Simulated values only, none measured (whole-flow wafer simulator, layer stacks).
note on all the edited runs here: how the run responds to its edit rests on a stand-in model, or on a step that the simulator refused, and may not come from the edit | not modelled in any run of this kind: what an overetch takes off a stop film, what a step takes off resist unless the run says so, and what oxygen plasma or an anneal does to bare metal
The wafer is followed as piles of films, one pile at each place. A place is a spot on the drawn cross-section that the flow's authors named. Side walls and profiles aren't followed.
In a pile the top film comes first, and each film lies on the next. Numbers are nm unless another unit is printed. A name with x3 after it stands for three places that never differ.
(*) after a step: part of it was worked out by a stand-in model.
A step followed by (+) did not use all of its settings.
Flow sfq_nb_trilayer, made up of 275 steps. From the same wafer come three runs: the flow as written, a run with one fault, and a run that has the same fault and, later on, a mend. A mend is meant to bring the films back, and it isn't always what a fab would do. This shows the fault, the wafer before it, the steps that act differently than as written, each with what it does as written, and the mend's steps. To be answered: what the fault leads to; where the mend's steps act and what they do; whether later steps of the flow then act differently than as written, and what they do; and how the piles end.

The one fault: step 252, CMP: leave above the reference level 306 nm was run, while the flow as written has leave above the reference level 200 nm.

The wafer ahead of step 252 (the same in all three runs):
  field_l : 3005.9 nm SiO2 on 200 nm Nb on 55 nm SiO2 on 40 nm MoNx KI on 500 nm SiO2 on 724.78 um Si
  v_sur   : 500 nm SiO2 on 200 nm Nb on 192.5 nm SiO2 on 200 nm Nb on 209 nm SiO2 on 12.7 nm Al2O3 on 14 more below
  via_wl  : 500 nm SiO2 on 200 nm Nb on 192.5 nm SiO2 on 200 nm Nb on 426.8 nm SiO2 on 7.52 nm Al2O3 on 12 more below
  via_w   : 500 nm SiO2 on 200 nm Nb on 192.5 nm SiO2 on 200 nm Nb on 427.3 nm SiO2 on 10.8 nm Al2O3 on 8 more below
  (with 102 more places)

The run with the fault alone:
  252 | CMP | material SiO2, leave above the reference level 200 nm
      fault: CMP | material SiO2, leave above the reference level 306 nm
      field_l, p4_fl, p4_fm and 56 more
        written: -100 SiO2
        fault: nothing
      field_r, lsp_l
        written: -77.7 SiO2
        fault: nothing
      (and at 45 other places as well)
  Steps later in the flow that act otherwise than as written (not shown: 6 more steps that differ only slightly, by at most 2% or 0.5 nm, whichever is larger):
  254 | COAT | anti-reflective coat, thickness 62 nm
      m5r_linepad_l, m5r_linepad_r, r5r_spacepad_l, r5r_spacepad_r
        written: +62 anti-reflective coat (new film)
        fault: +64.5 anti-reflective coat (new film)
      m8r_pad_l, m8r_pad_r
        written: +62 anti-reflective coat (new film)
        fault: +63.7 anti-reflective coat (new film)
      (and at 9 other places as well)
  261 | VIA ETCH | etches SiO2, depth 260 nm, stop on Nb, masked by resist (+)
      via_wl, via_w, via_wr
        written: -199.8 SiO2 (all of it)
        fault: -260 SiO2
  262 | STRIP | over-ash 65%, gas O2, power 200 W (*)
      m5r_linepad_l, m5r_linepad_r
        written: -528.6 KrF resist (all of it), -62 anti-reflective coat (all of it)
        fault: -527.8 KrF resist (all of it), -64.5 anti-reflective coat (all of it)
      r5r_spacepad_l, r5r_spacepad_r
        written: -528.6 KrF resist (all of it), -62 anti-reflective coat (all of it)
        fault: -528.1 KrF resist (all of it), -64.5 anti-reflective coat (all of it)
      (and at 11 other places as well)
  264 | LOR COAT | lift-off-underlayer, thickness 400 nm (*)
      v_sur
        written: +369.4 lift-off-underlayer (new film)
        fault: +359.8 lift-off-underlayer (new film)
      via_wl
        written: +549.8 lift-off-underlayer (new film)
        fault: +592.7 lift-off-underlayer (new film)
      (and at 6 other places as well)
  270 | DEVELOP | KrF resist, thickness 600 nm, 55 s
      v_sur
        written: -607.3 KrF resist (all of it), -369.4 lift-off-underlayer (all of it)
        fault: -608.1 KrF resist (all of it), -359.8 lift-off-underlayer (all of it)
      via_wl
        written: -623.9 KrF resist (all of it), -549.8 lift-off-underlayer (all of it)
        fault: -631.4 KrF resist (all of it), -592.7 lift-off-underlayer (all of it)
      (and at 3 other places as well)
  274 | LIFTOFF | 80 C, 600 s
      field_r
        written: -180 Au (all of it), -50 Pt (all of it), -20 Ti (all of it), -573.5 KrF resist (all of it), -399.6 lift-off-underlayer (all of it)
        fault: -180 Au (all of it), -50 Pt (all of it), -20 Ti (all of it), -576.7 KrF resist (all of it), -418 lift-off-underlayer (all of it)
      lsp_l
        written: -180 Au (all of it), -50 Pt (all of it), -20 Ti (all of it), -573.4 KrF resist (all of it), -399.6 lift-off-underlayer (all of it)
        fault: -180 Au (all of it), -50 Pt (all of it), -20 Ti (all of it), -577.3 KrF resist (all of it), -417 lift-off-underlayer (all of it)
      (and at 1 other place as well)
  At field_l, v_sur, via_wl and 103 more, the piles at the end differ from the flow's by more than 2% or 0.5 nm, whichever is larger.
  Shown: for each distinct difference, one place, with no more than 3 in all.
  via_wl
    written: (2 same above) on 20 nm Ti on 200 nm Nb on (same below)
    fault: (2 same above) on 20 nm Ti on 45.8 nm SiO2 on 200 nm Nb on (same below)
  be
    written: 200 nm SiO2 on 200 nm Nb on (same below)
    fault: 306 nm SiO2 on 200 nm Nb on (same below)
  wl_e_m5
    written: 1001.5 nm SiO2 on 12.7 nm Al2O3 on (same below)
    fault: 1101.5 nm SiO2 on 12.7 nm Al2O3 on (same below)

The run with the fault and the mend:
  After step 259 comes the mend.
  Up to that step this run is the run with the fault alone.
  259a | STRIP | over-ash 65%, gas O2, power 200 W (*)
      p3_s2, p3_l3, p3_s3, p3_l4, p3_s4, p3_l5, p3_s5
        -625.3 KrF resist (all of it), -62.1 anti-reflective coat (all of it)
      wl_j_sl, wl_jj, wl_j_sr, wl_a_sl, wl_a_m6, wl_g_m5, wl_g_sr
        -624.5 KrF resist (all of it), -61.8 anti-reflective coat (all of it)
      via_v, wire, gap, jj_sur, ce_l, c5j
        -623.8 KrF resist (all of it), -61.7 anti-reflective coat (all of it)
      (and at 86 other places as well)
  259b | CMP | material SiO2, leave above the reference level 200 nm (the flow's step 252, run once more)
      field_l, p4_fl, p4_fm and 56 more
        -100 SiO2
      v_sur, via_wl, via_w and 40 more
        -106 SiO2
      field_r, lsp_l
        -77.7 SiO2
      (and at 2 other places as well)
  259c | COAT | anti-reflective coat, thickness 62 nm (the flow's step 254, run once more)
      field_l, v_sur, via_wl and 103 more
        +62 anti-reflective coat (new film)
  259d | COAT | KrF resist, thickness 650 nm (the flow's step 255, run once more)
      field_l, v_sur, via_wl and 103 more
        +650 KrF resist (new film)
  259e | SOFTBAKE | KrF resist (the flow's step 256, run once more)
      leaves every film unchanged at each place that is followed
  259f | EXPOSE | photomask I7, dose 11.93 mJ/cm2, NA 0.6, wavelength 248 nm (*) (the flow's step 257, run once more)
      leaves every film unchanged at each place that is followed
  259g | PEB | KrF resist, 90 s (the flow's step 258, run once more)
      field_l, v_sur, via_wl and 103 more
        -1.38 KrF resist
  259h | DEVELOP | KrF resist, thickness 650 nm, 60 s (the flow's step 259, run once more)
      field_l, v_sur, via_sp and 100 more
        -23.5 KrF resist
      via_wl, via_w, via_wr
        -648.6 KrF resist (all of it)
  Every later step of the flow that is run acts as written at every place that is followed.
  At every place that both follow, the piles at the end match the flow's.
